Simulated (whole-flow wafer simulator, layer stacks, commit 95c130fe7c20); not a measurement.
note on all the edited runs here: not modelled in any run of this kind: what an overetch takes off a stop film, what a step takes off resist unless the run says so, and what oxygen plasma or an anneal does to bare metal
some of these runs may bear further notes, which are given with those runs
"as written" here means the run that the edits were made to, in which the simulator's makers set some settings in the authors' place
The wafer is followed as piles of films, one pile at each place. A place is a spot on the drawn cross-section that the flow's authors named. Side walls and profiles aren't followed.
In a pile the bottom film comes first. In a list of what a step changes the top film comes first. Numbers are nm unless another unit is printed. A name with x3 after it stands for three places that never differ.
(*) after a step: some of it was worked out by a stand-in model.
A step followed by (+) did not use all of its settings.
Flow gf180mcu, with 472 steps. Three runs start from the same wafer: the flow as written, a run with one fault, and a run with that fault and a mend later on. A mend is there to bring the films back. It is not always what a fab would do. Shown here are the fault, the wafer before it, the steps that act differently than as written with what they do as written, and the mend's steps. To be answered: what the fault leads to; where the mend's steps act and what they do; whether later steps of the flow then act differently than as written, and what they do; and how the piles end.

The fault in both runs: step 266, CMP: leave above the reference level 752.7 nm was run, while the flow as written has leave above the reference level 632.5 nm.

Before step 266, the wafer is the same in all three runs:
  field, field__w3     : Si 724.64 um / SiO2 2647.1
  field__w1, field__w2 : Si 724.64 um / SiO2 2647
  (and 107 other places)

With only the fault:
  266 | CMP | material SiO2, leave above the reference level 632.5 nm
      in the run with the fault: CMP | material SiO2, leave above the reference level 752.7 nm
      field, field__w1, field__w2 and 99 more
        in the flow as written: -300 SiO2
        in the run with the fault: -179.8 SiO2
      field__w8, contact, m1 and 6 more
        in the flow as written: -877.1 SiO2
        in the run with the fault: -756.9 SiO2
  Later steps of the flow acting differently than as written (1 other step is not shown; it differs only slightly, by no more than 2% or 0.5 nm, whichever is larger):
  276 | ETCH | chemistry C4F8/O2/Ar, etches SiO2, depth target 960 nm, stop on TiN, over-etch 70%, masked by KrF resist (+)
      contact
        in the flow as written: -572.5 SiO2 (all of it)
        in the run with the fault: -692.7 SiO2 (all of it)
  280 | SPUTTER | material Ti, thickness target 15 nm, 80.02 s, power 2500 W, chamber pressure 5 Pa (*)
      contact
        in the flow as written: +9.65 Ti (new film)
        in the run with the fault: +9 Ti (new film)
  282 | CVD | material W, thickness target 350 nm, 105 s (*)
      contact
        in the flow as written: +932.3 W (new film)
        in the run with the fault: +1053.6 W (new film)
  The piles end different from the flow's at field__w4, field__w8, contact, m1, m1__w1, mim, mim_1p0, m1_nw by more than 2% or 0.5 nm, whichever is larger.
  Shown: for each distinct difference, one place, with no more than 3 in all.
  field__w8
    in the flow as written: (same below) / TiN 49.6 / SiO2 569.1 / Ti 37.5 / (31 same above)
    in the run with the fault: (same below) / TiN 49.6 / SiO2 689.3 / Ti 37.5 / (31 same above)
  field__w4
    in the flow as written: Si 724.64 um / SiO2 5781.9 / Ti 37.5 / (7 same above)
    in the run with the fault: Si 724.64 um / SiO2 5902.1 / Ti 37.5 / (7 same above)
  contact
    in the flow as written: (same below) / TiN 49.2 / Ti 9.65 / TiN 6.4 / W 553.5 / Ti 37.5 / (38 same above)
    in the run with the fault: (same below) / TiN 49.2 / Ti 9 / TiN 5.97 / W 674.8 / Ti 37.5 / (38 same above)

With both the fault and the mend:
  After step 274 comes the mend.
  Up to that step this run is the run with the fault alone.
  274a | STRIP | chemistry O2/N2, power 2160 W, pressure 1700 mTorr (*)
      field, field__w1, field__w2 and 107 more
        -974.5 KrF resist (all of it), -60 anti-reflective coat (all of it)
      contact
        -60 anti-reflective coat (all of it)
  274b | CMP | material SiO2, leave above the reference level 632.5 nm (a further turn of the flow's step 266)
      field, field__w1, field__w2 and 108 more
        -120.2 SiO2
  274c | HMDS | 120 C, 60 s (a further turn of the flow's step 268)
      does not change any film at any place that is followed
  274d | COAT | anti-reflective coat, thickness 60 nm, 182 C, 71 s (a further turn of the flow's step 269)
      field, field__w1, field__w2 and 108 more
        +60 anti-reflective coat (new film)
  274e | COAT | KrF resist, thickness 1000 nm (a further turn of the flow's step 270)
      field, field__w1, field__w2 and 108 more
        +1000 KrF resist (new film)
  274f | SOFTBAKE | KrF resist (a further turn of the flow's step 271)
      does not change any film at any place that is followed
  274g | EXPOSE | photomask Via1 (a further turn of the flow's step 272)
      does not change any film at any place that is followed
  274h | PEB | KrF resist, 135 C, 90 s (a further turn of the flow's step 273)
      field, field__w1, field__w2 and 108 more
        -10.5 KrF resist
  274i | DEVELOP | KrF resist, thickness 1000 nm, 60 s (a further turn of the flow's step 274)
      field, field__w1, field__w2 and 107 more
        -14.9 KrF resist
      contact
        -989.5 KrF resist (all of it)
  None of the later steps of the flow acts differently than as written at any place that is followed.
  The piles end the same as the flow's at every place that both follow.
